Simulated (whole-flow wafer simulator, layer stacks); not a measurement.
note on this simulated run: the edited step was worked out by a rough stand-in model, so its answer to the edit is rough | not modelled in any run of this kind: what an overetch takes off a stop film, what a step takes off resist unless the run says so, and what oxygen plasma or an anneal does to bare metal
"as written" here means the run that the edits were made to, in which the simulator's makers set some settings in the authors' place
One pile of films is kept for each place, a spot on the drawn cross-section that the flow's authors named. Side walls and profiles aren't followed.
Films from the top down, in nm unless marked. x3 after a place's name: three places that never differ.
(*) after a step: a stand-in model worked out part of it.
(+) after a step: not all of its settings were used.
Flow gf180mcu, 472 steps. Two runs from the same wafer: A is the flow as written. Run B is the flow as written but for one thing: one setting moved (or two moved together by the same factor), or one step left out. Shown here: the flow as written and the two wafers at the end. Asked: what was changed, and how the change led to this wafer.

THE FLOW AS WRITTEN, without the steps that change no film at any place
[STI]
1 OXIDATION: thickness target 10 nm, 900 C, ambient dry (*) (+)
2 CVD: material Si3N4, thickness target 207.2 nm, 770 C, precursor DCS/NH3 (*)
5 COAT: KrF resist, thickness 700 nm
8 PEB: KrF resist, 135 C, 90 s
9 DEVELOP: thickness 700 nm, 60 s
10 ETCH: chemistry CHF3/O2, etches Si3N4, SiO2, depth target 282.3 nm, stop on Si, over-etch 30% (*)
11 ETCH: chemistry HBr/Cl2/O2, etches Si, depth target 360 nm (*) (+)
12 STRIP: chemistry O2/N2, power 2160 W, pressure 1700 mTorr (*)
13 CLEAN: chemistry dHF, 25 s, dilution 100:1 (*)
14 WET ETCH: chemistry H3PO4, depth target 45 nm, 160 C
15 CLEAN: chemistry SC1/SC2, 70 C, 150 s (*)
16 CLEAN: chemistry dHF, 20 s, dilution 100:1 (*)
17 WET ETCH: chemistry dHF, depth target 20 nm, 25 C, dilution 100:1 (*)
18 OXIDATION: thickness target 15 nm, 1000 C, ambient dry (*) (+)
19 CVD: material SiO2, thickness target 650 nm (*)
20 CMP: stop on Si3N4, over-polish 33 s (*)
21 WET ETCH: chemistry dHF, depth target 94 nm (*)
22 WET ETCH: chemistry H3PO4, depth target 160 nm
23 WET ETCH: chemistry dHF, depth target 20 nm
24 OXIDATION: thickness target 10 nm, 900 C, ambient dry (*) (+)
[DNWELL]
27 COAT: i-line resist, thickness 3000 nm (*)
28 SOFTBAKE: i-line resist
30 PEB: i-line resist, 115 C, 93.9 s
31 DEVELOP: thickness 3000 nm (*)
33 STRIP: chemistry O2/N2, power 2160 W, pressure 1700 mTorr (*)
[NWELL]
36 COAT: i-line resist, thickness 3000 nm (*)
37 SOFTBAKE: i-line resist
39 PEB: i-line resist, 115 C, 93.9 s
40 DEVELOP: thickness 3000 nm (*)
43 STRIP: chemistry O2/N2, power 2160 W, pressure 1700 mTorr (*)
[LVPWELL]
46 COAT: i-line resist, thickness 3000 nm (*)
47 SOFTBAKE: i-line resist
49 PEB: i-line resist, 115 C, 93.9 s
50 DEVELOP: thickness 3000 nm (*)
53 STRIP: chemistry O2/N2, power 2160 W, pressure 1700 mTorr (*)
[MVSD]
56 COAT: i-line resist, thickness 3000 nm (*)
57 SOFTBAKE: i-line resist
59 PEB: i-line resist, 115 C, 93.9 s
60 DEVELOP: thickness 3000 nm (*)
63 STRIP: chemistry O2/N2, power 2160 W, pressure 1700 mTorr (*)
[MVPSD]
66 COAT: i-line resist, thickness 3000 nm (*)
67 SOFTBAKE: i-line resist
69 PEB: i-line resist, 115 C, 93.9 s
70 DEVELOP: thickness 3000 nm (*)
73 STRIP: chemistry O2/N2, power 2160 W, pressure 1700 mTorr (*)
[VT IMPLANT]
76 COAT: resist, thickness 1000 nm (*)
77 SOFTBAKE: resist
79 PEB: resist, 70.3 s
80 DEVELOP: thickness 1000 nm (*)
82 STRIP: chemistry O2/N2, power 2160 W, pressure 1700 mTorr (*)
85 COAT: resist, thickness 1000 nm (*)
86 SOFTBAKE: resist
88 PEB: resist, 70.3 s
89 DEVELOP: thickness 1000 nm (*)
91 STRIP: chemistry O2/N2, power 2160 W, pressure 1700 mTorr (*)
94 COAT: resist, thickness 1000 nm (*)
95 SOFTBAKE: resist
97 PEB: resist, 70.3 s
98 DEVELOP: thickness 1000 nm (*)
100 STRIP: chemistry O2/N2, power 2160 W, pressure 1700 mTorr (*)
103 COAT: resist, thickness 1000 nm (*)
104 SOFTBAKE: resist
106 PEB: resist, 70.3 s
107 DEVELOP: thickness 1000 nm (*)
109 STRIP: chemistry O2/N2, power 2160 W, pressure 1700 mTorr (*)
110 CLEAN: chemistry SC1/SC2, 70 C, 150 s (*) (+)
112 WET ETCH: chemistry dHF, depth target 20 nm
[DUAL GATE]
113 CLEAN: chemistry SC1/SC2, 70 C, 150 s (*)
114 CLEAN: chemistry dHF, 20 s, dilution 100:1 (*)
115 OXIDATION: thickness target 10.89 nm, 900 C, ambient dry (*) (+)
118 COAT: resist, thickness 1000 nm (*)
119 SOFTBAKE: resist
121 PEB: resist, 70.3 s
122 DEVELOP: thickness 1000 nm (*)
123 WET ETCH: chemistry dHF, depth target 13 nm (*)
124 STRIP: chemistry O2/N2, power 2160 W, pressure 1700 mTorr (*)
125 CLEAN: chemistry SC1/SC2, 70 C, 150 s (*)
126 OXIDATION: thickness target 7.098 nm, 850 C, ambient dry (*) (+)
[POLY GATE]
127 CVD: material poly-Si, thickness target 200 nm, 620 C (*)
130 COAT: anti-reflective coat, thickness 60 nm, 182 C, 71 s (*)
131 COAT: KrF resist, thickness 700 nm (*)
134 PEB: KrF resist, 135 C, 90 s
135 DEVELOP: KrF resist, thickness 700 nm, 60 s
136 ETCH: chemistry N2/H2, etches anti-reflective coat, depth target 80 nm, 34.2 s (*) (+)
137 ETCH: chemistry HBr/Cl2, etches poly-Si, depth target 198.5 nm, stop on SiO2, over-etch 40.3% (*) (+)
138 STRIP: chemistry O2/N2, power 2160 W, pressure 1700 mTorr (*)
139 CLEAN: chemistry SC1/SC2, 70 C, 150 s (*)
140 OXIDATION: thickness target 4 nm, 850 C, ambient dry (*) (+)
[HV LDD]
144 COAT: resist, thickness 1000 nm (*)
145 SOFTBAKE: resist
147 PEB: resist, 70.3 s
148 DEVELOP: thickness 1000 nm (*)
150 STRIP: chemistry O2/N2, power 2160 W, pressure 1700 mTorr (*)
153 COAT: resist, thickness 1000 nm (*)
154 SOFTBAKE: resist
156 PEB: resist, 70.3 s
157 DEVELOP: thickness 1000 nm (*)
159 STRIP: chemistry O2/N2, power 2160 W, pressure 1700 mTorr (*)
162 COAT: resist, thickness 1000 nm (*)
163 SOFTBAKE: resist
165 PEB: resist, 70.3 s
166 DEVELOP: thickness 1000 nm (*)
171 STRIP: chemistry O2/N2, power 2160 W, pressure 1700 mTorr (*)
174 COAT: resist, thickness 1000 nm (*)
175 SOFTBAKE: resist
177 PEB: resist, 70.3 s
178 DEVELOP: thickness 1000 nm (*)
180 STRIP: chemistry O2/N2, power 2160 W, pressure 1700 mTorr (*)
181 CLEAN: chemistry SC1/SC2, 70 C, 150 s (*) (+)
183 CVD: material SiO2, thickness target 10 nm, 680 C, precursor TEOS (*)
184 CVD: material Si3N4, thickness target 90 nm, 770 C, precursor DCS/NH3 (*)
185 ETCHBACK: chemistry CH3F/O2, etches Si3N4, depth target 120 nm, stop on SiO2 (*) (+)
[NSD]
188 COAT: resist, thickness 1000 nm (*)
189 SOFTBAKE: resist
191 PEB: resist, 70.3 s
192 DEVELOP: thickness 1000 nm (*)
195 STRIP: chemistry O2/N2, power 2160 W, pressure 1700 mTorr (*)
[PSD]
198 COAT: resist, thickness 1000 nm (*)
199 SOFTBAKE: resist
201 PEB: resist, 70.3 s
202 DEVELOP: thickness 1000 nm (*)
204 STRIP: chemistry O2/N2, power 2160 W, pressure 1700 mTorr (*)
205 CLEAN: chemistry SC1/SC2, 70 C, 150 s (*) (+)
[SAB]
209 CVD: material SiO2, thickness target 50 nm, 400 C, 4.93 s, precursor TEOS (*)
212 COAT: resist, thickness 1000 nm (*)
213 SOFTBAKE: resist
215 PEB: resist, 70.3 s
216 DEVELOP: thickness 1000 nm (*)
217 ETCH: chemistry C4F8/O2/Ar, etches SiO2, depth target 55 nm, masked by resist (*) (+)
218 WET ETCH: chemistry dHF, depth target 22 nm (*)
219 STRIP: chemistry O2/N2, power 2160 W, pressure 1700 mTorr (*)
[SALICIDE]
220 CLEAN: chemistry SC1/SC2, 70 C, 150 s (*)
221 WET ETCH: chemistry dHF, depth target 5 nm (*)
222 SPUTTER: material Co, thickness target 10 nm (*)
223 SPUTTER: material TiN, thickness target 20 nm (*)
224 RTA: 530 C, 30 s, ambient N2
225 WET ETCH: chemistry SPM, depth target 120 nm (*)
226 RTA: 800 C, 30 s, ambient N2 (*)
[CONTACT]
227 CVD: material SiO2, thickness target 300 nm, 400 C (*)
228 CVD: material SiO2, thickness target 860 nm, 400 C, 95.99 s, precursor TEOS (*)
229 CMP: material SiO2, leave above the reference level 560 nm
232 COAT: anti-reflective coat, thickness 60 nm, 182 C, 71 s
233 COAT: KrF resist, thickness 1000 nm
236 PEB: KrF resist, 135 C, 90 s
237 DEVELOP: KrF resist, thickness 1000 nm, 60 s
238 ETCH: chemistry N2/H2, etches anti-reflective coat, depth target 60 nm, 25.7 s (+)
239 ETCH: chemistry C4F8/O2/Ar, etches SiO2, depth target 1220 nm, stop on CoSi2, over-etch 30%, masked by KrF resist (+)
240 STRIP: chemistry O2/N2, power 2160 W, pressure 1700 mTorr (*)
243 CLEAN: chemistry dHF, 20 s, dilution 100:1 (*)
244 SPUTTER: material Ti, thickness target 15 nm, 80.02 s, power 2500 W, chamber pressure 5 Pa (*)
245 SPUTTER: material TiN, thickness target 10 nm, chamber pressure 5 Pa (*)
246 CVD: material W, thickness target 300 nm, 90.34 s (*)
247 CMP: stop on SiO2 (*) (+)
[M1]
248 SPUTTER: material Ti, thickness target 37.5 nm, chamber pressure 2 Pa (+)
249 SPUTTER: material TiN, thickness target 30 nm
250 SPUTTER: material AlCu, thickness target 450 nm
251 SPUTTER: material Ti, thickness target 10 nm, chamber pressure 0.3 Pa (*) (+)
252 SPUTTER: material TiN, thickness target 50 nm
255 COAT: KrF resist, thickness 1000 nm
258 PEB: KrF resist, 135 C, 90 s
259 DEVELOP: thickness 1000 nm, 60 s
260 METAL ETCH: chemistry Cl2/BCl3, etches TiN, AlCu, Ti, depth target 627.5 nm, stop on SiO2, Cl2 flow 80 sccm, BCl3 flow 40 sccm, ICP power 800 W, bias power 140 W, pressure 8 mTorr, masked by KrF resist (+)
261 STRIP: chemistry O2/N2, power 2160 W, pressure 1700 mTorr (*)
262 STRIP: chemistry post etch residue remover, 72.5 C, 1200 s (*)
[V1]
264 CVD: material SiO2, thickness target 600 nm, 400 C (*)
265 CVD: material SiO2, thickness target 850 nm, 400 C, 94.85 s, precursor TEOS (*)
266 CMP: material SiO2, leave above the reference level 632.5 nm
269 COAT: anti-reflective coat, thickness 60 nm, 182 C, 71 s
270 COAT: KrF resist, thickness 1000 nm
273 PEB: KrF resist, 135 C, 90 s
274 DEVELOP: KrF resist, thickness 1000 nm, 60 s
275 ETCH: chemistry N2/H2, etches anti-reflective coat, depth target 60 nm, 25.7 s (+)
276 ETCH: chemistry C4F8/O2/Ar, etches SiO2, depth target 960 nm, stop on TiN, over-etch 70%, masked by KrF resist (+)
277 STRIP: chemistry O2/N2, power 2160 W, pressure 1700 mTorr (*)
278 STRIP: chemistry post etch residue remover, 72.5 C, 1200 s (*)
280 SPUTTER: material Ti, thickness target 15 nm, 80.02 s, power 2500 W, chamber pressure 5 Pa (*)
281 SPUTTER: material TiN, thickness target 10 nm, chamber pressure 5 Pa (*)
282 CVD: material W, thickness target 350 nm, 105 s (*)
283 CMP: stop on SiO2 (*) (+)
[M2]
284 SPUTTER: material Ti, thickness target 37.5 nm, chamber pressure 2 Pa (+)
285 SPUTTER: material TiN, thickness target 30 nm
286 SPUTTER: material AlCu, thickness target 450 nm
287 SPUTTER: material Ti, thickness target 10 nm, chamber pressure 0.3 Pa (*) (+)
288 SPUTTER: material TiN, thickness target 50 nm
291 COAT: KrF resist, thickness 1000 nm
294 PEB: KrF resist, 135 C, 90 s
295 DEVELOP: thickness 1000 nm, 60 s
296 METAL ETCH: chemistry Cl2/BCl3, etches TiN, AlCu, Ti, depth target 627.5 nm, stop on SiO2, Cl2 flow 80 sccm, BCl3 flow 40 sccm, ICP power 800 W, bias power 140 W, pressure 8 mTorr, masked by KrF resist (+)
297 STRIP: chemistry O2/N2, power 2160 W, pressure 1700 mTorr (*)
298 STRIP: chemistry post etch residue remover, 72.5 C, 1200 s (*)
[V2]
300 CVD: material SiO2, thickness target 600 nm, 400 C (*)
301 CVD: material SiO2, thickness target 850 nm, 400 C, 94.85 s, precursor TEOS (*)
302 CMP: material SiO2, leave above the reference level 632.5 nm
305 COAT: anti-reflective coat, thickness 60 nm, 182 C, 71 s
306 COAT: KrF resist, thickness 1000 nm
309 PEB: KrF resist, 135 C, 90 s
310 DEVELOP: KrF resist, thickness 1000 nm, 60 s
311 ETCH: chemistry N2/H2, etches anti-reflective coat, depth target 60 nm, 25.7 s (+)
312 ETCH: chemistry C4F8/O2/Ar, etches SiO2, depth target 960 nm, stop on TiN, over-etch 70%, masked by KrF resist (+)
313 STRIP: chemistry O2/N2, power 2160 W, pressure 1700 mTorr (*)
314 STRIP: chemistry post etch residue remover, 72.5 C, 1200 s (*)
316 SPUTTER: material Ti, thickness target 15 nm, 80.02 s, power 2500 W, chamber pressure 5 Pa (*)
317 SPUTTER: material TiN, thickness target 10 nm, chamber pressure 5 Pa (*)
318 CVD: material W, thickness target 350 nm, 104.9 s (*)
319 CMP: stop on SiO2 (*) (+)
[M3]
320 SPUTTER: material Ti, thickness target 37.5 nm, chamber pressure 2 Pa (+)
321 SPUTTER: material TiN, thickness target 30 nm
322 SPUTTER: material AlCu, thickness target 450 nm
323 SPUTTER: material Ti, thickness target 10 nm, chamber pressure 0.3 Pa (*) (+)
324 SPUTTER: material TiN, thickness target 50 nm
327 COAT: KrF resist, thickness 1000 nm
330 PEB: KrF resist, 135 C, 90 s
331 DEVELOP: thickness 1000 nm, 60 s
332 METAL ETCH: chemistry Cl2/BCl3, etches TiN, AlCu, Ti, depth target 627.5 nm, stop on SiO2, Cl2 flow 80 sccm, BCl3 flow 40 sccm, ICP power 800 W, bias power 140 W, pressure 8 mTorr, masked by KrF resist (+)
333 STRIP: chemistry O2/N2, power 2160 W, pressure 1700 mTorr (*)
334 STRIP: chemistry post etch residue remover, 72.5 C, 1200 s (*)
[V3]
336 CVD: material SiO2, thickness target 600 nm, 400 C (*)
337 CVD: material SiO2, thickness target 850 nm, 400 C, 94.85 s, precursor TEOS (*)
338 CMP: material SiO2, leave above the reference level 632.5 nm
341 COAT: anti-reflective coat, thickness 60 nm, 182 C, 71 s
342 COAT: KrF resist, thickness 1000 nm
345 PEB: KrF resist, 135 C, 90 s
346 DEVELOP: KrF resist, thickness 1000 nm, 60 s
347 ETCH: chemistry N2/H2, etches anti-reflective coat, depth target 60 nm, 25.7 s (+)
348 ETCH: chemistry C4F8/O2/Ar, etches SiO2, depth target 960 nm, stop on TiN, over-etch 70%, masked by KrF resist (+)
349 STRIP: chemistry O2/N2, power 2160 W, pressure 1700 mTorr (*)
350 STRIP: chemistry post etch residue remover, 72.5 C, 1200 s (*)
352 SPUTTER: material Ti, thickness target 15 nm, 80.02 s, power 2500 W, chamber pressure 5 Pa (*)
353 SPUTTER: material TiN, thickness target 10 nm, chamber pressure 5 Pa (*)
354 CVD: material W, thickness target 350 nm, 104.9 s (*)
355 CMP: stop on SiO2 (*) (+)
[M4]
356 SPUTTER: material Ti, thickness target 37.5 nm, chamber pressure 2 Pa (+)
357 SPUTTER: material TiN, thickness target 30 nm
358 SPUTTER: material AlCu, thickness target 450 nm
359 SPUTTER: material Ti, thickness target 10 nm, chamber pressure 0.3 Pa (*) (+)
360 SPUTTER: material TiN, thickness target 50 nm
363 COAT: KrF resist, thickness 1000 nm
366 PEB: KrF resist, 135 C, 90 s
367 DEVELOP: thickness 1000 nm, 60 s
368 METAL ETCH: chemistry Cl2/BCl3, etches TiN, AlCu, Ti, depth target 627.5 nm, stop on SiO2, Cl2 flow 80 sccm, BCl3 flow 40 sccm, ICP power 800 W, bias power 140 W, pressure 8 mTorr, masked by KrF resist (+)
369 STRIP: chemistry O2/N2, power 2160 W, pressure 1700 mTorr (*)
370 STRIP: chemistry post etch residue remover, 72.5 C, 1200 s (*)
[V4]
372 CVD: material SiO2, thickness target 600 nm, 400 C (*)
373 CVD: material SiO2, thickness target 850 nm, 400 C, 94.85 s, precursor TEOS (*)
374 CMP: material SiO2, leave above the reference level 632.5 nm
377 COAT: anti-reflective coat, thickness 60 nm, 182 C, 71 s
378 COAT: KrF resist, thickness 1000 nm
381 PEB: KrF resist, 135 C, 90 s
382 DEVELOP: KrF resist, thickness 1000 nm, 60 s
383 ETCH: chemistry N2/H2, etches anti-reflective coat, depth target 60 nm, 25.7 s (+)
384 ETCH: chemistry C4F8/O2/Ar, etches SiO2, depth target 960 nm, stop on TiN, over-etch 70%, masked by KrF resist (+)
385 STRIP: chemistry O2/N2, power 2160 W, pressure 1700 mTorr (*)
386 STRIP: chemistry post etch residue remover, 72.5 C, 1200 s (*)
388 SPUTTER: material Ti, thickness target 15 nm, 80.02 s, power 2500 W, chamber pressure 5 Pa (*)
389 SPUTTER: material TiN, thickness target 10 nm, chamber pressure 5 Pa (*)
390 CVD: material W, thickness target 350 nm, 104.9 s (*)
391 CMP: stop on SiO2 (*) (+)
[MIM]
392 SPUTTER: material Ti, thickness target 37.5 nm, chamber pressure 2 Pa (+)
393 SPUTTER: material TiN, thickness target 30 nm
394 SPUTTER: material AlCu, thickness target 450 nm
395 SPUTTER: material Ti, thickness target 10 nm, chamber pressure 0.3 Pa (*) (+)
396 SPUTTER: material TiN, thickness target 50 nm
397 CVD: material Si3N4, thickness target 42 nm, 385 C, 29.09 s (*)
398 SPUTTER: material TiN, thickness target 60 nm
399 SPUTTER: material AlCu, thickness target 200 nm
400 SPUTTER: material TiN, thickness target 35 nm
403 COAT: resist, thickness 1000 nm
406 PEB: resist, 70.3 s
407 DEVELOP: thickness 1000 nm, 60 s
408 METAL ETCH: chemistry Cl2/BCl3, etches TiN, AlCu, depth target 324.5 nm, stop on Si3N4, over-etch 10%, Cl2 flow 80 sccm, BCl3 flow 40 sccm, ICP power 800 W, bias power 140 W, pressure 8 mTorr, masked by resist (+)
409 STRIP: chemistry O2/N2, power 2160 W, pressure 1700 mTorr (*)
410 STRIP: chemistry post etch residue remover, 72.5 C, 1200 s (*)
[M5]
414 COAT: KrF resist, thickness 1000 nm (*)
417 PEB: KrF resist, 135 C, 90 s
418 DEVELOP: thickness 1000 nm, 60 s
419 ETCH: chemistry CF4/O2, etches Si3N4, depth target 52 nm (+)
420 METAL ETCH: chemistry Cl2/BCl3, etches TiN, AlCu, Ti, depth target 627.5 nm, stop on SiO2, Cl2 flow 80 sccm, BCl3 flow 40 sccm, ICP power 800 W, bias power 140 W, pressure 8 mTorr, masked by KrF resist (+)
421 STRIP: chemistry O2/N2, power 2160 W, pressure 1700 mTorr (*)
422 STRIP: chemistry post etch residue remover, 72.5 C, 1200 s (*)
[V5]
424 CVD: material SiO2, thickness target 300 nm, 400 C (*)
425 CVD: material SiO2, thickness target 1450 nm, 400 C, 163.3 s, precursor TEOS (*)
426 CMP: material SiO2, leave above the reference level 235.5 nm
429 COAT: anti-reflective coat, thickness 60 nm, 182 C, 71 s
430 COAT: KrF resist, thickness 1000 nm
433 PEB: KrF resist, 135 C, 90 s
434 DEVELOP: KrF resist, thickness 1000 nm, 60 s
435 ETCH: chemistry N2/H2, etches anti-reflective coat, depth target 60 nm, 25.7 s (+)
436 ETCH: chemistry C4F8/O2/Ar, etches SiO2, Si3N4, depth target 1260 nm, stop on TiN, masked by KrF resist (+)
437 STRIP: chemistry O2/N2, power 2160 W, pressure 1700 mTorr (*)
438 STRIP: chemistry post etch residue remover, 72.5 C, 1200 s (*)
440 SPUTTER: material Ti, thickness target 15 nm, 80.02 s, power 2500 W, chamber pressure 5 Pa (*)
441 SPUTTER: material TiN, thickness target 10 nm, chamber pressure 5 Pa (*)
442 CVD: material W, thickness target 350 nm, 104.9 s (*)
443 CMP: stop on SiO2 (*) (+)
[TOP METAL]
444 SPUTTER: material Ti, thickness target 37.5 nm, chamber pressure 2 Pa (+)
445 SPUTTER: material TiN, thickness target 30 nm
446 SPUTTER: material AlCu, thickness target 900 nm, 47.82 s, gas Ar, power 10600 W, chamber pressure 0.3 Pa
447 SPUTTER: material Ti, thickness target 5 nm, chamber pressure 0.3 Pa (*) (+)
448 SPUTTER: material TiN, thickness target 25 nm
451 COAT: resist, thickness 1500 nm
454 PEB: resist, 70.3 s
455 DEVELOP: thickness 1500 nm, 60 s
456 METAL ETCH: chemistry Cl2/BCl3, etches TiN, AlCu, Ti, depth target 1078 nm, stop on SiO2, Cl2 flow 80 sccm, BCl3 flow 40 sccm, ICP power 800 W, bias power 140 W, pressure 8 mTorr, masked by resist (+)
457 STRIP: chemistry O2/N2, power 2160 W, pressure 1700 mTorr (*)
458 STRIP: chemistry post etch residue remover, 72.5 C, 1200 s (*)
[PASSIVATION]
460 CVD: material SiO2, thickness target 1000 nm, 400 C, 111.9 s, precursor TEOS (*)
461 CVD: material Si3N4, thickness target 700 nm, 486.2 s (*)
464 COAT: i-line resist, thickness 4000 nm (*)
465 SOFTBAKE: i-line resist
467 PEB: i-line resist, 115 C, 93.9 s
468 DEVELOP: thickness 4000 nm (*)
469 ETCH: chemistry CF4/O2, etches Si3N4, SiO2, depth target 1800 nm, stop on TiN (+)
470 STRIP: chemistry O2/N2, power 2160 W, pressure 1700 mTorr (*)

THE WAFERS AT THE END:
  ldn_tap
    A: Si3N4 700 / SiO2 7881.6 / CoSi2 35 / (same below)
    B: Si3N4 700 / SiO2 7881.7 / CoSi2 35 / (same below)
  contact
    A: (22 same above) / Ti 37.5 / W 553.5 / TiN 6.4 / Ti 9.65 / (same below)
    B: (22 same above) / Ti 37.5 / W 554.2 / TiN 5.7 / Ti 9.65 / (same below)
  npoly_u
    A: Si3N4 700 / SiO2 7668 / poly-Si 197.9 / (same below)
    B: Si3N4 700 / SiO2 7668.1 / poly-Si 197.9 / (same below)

The cause: step 353, SPUTTER: thickness target 8.9 nm was run, where the flow has thickness target 10 nm.

How the change led to this, step by step:
  353 SPUTTER: material TiN, thickness target 10 nm, chamber pressure 5 Pa (*)
      field, field__w1, field__w2 and 107 more: A TiN +10 (new film) | B TiN +8.9 (new film)
      contact: A TiN +6.4 (new film) | B TiN +5.7 (new film)
  355 CMP: stop on SiO2 (*) (+)
      field, field__w1, field__w2 and 107 more: A W -350 (all of it), TiN -10 (all of it), Ti -15 (all of it), SiO2 -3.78 | B W -350 (all of it), TiN -8.9 (all of it), Ti -15 (all of it), SiO2 -3.77
